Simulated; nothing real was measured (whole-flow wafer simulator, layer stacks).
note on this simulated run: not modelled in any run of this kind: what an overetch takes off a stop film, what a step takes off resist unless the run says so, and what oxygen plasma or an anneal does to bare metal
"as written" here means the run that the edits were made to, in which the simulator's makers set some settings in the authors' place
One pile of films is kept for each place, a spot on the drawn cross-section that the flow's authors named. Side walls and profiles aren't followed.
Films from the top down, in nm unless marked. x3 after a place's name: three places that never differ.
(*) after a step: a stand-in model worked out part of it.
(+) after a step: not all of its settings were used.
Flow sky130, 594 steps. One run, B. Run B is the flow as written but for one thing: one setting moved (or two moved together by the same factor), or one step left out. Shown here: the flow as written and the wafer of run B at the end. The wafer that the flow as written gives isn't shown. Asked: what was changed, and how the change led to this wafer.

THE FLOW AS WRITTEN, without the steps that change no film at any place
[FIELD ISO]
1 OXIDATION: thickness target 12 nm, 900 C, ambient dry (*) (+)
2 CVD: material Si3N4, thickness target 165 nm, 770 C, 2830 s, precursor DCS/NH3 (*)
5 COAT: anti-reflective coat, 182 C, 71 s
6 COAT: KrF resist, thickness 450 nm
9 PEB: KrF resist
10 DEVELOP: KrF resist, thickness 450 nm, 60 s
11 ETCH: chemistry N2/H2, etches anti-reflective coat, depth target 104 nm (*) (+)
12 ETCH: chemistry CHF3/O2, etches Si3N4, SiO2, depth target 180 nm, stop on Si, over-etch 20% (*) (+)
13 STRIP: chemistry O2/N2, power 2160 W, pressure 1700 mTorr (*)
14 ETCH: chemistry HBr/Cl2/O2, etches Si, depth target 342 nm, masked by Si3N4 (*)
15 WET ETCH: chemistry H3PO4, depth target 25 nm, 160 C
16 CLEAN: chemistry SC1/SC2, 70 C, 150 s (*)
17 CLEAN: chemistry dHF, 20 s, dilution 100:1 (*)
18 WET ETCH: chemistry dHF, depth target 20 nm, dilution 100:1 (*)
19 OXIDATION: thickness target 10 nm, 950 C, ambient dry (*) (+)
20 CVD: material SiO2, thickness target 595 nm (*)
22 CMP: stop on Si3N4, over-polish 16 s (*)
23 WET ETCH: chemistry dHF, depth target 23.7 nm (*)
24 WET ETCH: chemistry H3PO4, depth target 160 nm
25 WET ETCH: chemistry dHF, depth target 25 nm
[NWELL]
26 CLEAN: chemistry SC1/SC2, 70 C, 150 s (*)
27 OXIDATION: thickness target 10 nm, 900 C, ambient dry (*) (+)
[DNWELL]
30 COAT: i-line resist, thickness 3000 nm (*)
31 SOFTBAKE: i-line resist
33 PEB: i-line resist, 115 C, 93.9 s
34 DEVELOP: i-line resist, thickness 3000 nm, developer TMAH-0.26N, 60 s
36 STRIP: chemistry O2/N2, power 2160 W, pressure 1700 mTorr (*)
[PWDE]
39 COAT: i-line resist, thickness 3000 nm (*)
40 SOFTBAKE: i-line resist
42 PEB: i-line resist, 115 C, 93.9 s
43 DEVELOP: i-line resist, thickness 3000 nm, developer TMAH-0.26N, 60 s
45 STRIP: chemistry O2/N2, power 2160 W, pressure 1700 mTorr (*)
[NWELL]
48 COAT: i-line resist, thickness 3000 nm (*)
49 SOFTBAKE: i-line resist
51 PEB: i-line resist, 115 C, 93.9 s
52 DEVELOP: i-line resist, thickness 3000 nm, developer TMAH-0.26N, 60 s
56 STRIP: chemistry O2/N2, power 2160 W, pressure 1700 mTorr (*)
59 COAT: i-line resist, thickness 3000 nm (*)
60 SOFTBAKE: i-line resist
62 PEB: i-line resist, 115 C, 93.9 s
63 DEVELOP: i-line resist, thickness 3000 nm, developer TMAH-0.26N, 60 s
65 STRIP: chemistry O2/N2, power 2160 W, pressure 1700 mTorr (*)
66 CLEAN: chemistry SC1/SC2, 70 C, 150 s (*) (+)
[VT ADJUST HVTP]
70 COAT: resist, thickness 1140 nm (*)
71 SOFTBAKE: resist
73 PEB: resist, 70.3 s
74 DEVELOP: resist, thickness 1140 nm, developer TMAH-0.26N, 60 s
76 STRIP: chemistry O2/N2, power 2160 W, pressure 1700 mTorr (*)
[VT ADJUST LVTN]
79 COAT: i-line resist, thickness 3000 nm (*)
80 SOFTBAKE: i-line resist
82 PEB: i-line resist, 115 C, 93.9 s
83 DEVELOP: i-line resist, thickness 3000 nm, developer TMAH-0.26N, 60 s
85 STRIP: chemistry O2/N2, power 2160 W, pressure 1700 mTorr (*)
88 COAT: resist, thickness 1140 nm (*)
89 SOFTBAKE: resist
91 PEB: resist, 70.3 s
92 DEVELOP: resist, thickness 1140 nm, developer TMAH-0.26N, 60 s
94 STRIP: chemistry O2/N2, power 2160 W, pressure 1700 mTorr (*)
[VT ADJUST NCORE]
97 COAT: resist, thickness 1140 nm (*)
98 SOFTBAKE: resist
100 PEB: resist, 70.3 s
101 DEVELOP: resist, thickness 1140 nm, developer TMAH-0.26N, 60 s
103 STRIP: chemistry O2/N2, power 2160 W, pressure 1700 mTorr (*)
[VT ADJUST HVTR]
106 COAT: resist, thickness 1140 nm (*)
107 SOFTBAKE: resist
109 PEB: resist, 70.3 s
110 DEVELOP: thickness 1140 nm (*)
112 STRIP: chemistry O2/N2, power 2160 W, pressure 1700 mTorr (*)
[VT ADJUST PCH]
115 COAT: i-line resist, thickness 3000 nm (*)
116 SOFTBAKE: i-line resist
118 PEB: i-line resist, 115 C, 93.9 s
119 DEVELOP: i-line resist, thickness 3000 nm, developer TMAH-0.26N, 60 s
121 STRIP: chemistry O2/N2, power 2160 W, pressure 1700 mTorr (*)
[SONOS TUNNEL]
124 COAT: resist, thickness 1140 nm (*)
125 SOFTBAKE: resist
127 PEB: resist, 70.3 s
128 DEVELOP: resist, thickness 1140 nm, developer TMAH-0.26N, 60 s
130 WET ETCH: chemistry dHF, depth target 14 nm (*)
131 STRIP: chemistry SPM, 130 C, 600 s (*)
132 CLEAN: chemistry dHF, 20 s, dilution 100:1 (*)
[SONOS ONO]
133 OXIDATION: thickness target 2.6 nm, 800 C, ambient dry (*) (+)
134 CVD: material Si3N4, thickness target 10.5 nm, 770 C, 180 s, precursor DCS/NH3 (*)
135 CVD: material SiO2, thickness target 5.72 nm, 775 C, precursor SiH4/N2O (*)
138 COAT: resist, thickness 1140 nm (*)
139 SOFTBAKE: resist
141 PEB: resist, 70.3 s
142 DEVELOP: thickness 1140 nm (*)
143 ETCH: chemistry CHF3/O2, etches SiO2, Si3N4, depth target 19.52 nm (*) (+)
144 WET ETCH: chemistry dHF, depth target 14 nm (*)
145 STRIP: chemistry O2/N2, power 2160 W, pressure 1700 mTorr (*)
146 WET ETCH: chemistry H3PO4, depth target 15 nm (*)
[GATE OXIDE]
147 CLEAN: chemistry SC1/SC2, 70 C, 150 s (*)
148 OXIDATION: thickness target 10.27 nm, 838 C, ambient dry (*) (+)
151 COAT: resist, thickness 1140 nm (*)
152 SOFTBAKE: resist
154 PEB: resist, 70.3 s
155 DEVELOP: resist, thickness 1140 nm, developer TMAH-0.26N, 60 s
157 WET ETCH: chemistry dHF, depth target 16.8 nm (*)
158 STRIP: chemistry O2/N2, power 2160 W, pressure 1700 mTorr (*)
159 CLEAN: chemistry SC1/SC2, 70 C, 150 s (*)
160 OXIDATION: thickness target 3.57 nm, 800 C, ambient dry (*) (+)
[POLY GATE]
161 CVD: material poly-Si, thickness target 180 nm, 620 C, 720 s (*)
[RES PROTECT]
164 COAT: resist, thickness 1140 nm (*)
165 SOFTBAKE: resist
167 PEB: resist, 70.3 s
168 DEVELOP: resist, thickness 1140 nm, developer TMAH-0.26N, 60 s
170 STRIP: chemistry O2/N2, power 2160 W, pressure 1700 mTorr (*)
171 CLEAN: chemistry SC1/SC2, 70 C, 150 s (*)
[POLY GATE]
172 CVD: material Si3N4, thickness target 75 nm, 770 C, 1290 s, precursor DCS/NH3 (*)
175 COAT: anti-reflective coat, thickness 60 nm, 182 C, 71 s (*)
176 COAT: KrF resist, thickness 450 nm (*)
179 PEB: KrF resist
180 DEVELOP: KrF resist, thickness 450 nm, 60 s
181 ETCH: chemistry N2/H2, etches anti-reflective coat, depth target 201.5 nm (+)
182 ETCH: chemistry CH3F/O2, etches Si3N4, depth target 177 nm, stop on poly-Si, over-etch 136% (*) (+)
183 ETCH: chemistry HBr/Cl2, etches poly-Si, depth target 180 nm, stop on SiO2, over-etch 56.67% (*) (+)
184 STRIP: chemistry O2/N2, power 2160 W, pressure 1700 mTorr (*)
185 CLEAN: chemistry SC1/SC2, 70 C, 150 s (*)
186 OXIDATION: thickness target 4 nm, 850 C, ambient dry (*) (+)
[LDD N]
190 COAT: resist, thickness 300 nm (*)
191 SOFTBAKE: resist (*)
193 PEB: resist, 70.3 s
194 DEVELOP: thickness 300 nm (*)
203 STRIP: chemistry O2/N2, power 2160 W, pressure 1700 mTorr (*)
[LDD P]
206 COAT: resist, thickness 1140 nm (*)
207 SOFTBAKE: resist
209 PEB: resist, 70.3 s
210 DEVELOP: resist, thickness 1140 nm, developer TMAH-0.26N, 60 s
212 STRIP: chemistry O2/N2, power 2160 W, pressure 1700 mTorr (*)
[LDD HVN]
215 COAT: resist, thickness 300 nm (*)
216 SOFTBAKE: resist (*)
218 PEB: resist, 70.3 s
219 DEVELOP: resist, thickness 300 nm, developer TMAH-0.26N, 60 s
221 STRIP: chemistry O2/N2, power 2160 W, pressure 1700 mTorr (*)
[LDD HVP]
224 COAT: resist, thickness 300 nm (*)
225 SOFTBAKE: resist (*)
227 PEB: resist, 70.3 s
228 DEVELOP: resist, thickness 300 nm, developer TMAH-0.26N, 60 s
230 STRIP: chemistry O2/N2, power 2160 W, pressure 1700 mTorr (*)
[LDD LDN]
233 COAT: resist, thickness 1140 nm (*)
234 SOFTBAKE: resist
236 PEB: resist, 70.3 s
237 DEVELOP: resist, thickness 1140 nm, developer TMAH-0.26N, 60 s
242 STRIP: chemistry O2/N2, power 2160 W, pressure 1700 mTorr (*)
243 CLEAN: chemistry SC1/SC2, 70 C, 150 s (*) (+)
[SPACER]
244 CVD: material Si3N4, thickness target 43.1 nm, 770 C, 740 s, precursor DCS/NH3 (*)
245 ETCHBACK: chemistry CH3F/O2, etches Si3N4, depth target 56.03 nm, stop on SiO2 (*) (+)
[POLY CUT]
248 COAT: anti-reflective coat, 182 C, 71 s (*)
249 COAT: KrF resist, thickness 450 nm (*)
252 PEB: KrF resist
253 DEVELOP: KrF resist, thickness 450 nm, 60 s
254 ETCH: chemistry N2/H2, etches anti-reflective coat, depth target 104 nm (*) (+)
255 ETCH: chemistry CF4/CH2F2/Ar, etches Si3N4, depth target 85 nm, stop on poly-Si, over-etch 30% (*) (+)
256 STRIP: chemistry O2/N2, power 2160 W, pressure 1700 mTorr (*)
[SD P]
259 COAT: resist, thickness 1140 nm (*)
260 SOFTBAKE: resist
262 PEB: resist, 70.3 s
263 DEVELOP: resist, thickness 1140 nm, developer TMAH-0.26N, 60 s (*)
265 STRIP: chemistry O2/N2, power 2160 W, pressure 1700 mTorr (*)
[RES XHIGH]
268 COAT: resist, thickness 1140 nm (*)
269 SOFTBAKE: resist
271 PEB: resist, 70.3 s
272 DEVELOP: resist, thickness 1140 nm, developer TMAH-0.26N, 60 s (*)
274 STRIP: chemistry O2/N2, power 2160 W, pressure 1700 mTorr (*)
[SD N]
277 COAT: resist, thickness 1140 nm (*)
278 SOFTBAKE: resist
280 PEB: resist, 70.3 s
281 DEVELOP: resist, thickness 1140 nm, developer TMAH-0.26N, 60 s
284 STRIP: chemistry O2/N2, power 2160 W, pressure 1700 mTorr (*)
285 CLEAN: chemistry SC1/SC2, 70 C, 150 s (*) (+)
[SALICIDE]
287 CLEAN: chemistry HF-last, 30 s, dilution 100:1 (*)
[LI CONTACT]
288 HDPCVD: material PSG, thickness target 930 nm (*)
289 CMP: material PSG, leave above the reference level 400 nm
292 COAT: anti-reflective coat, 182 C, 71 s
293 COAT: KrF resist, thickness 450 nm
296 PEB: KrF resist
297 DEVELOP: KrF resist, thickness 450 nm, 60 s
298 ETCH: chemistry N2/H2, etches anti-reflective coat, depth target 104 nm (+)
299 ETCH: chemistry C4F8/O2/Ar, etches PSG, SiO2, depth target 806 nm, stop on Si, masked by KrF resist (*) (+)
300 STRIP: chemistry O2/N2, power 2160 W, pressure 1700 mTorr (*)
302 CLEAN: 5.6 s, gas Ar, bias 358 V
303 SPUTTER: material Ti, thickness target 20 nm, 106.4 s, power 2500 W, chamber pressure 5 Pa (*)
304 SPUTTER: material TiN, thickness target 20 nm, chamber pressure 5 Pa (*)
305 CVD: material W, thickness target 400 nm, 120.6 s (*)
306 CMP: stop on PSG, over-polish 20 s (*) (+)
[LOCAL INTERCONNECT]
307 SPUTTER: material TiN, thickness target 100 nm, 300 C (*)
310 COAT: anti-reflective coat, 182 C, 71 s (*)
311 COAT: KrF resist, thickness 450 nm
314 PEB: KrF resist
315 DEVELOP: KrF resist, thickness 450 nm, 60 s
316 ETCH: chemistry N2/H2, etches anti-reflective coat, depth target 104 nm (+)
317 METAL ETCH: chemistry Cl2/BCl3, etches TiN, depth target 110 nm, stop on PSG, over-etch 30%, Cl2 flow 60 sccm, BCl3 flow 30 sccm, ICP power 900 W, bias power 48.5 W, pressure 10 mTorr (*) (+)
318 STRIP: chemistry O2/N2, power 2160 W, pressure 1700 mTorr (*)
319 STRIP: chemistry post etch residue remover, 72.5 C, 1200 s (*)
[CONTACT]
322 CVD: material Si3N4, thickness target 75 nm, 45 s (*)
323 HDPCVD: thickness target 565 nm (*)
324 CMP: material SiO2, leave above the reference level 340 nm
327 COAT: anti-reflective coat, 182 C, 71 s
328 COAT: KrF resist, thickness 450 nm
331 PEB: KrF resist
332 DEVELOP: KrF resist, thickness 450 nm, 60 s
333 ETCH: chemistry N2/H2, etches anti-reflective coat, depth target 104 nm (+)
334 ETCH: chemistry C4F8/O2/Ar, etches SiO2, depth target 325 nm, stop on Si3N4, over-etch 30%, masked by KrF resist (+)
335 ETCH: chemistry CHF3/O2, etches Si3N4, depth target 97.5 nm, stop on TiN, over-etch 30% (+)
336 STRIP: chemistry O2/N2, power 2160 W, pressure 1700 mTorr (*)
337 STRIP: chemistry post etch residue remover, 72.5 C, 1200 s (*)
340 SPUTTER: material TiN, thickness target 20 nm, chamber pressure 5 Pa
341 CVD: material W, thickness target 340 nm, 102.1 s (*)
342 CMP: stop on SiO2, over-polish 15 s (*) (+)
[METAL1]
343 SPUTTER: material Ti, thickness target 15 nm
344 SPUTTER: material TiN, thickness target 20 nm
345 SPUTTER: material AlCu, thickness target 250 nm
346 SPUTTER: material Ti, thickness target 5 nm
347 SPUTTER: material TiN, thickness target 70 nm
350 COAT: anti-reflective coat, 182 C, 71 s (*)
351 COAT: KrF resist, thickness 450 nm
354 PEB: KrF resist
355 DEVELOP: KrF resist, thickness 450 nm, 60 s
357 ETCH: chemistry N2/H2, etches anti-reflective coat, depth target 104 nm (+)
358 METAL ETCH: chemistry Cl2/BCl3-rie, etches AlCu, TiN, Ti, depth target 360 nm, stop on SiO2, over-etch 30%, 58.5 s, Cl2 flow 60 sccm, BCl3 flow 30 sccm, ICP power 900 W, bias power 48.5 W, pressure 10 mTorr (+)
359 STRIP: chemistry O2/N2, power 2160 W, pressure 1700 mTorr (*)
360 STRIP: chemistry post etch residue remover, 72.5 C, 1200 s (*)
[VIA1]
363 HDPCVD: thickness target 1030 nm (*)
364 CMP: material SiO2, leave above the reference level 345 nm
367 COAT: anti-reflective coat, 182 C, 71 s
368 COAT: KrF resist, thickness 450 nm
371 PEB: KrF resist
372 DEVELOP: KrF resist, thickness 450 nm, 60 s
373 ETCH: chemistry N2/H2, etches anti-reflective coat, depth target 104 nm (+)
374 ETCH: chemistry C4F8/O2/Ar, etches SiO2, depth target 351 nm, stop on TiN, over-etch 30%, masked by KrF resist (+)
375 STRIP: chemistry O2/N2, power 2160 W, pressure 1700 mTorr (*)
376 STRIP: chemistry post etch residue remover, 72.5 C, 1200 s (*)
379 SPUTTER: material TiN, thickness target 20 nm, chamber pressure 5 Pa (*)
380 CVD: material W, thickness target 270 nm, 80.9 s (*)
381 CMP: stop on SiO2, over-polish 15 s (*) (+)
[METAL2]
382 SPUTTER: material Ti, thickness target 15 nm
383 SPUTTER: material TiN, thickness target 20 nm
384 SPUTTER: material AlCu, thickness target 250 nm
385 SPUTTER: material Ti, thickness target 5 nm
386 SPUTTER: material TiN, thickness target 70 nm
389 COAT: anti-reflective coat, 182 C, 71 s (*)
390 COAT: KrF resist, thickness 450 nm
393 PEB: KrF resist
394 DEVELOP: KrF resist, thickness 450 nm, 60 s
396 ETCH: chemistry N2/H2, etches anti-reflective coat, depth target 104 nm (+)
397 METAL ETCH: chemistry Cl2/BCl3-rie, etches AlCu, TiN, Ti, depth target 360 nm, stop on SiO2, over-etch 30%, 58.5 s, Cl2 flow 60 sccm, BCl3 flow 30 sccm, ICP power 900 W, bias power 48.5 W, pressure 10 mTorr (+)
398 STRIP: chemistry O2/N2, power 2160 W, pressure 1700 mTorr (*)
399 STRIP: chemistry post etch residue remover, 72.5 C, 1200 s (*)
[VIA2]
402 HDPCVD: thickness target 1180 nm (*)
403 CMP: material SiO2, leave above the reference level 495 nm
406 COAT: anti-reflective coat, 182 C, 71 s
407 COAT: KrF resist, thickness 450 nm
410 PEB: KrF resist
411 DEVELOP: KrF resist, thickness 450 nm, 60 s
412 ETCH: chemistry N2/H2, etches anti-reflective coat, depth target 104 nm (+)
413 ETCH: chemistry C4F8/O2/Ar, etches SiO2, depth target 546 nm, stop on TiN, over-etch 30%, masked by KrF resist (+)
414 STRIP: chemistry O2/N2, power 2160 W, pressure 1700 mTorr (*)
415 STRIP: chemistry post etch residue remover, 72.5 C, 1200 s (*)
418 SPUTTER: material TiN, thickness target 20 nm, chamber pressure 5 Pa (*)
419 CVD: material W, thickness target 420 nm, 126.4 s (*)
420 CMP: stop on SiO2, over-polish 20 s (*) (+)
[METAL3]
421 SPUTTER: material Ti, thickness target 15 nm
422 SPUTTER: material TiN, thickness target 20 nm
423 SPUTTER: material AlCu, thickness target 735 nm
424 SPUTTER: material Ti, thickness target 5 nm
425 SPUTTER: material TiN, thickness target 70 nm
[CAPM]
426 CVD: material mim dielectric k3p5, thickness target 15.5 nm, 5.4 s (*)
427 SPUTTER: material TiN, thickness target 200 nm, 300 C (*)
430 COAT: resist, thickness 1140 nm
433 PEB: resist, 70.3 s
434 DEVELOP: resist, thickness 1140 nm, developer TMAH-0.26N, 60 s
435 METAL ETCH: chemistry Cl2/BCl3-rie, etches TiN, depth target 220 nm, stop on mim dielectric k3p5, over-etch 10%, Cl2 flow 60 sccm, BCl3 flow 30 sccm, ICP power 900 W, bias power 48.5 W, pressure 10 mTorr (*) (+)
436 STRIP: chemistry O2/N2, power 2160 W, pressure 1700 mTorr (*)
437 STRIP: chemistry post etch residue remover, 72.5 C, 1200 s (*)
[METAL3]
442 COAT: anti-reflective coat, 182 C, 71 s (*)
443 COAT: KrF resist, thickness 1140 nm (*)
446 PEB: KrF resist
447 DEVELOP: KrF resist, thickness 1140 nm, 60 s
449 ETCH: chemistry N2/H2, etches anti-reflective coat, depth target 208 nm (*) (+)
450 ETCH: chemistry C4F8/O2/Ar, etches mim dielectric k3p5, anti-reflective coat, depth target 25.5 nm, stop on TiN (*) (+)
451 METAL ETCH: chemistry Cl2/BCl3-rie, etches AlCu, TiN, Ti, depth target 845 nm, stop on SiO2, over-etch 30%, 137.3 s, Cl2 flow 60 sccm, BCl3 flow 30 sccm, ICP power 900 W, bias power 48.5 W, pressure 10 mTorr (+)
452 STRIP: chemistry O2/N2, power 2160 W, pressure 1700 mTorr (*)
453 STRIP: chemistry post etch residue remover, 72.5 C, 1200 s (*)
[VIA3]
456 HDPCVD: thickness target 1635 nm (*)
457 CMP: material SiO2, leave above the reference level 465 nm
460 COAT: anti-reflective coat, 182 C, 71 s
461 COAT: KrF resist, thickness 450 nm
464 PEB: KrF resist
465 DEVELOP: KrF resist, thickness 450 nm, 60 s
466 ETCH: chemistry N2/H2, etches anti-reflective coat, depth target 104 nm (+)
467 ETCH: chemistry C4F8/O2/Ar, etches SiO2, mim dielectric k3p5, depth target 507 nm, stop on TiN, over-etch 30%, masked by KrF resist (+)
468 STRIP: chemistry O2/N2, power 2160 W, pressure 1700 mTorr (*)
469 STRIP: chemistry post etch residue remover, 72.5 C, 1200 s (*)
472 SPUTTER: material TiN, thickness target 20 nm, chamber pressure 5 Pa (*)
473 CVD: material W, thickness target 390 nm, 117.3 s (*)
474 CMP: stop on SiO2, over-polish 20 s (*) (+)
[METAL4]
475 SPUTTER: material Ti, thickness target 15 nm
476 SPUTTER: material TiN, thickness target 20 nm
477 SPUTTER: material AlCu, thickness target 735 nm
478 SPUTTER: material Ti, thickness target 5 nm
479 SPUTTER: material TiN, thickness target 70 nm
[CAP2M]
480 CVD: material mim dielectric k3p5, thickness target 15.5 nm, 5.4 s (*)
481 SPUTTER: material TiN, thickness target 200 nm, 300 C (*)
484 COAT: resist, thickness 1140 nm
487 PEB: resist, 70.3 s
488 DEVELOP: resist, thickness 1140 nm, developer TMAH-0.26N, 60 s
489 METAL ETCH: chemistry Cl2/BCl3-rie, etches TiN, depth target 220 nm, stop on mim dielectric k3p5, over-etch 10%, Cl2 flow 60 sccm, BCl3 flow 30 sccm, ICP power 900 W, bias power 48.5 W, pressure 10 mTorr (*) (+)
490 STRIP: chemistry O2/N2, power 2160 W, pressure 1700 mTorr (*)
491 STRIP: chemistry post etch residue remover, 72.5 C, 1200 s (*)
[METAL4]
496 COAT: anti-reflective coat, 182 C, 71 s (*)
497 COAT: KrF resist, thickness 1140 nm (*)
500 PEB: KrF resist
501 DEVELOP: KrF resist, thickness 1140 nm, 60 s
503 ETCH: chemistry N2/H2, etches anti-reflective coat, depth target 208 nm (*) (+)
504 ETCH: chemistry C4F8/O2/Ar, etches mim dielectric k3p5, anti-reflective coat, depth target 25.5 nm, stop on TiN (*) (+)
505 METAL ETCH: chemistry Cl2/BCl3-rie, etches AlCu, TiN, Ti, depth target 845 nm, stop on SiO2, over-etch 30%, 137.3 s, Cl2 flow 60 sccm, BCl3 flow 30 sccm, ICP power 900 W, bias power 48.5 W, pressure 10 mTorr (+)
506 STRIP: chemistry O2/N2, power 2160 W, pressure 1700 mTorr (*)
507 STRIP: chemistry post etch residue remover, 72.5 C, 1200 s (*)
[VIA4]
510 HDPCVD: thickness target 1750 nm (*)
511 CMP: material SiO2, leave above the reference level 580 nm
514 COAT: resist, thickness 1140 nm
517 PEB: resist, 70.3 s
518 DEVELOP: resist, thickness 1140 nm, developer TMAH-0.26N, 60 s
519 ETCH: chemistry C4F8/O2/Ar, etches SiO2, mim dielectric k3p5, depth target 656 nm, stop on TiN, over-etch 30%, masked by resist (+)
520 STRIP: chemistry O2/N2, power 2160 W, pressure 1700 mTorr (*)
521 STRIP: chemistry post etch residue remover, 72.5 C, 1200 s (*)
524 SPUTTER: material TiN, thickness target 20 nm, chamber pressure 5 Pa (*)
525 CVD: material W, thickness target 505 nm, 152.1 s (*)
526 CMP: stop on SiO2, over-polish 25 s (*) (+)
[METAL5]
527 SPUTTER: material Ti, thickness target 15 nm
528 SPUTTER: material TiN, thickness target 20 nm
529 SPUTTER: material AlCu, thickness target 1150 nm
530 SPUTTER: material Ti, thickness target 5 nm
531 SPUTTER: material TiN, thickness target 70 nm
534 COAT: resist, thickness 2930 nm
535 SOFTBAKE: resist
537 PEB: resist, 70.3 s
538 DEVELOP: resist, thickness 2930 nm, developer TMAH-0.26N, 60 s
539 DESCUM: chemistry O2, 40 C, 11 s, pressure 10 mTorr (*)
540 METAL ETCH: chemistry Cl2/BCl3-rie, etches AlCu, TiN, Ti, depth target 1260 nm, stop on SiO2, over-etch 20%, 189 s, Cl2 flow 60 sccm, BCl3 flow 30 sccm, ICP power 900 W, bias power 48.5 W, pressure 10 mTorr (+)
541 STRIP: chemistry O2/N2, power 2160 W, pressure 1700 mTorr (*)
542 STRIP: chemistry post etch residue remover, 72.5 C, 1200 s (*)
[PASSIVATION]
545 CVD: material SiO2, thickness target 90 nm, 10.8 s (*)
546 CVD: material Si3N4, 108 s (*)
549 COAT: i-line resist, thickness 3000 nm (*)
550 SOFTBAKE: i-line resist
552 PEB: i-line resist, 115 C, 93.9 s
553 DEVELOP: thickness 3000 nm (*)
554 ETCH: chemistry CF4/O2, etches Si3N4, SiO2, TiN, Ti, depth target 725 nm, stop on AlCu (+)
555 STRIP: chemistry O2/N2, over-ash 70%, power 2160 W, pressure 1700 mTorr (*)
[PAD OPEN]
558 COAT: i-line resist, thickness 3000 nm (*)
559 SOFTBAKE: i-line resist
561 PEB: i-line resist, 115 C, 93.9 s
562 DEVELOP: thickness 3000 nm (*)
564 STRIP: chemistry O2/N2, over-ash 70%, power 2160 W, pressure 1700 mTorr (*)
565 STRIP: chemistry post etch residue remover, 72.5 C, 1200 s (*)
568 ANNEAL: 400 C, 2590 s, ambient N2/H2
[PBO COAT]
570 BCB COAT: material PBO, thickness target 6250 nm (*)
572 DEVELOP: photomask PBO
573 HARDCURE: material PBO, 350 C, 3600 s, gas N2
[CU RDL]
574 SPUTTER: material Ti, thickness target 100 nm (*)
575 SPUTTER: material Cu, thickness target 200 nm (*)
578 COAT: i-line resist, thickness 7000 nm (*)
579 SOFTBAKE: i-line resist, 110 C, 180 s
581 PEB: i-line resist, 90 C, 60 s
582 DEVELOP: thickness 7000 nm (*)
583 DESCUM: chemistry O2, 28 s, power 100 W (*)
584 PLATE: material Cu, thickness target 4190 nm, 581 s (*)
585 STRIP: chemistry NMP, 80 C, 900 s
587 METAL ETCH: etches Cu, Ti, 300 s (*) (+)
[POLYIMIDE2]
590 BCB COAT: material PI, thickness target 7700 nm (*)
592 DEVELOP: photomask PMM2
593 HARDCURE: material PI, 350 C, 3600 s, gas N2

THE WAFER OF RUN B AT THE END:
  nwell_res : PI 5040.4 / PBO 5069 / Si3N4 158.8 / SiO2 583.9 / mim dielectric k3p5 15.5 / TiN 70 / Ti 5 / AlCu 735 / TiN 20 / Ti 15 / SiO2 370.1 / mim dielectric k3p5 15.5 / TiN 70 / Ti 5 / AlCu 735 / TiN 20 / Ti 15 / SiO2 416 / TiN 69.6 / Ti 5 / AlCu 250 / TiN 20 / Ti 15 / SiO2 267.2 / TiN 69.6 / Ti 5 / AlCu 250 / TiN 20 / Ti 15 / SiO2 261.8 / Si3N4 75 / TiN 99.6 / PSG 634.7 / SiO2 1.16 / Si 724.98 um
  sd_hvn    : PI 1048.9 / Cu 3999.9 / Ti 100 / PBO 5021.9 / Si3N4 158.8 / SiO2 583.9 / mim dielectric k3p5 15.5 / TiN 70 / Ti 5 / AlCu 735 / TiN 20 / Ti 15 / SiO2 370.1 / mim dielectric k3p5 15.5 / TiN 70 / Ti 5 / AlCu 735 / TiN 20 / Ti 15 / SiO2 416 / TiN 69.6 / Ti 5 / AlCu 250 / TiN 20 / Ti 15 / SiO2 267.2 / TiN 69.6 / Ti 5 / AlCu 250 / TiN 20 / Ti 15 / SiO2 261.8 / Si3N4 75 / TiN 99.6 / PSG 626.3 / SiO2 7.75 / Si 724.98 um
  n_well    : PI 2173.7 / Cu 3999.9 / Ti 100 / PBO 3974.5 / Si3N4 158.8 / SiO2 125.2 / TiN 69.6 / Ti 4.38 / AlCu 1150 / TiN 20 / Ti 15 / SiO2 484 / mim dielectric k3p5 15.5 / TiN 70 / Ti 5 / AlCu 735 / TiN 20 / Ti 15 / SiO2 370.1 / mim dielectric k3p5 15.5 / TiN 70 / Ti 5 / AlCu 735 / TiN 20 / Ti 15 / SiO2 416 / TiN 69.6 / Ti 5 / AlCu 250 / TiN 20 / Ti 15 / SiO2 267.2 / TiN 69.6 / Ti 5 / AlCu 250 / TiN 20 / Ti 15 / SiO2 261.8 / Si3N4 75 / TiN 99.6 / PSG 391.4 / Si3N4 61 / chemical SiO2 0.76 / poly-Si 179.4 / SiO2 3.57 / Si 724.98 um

The cause: step 530, SPUTTER: thickness target 4.38 nm was run, where the flow has thickness target 5 nm.
It can be read off the wafer: n_well has Ti 4.38, and step 530 as written asks for 5 nm.

How the change led to this, step by step:
  530 SPUTTER: material Ti, thickness target 5 nm
      field, active, n_well and 190 more: Ti +4.38 (new film) (as written it would be: Ti +5 (new film))
  540 METAL ETCH: chemistry Cl2/BCl3-rie, etches AlCu, TiN, Ti, depth target 1260 nm, stop on SiO2, over-etch 20%, 189 s, Cl2 flow 60 sccm, BCl3 flow 30 sccm, ICP power 900 W, bias power 48.5 W, pressure 10 mTorr (+)
      field, active, gate and 175 more: TiN -70 (all of it), Ti -4.38 (all of it), AlCu -1150 (all of it), TiN -20 (all of it), Ti -15 (all of it), SiO2 -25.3 (as written it would be: TiN -70 (all of it), Ti -5 (all of it), AlCu -1150 (all of it), TiN -20 (all of it), Ti -15 (all of it), SiO2 -25.2)
  554 ETCH: chemistry CF4/O2, etches Si3N4, SiO2, TiN, Ti, depth target 725 nm, stop on AlCu (+)
      pad: Si3N4 -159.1 (all of it), SiO2 -125.2 (all of it), TiN -69.6 (all of it), Ti -4.38 (all of it) (as written it would be: Si3N4 -159.1 (all of it), SiO2 -125.2 (all of it), TiN -69.6 (all of it), Ti -5 (all of it))
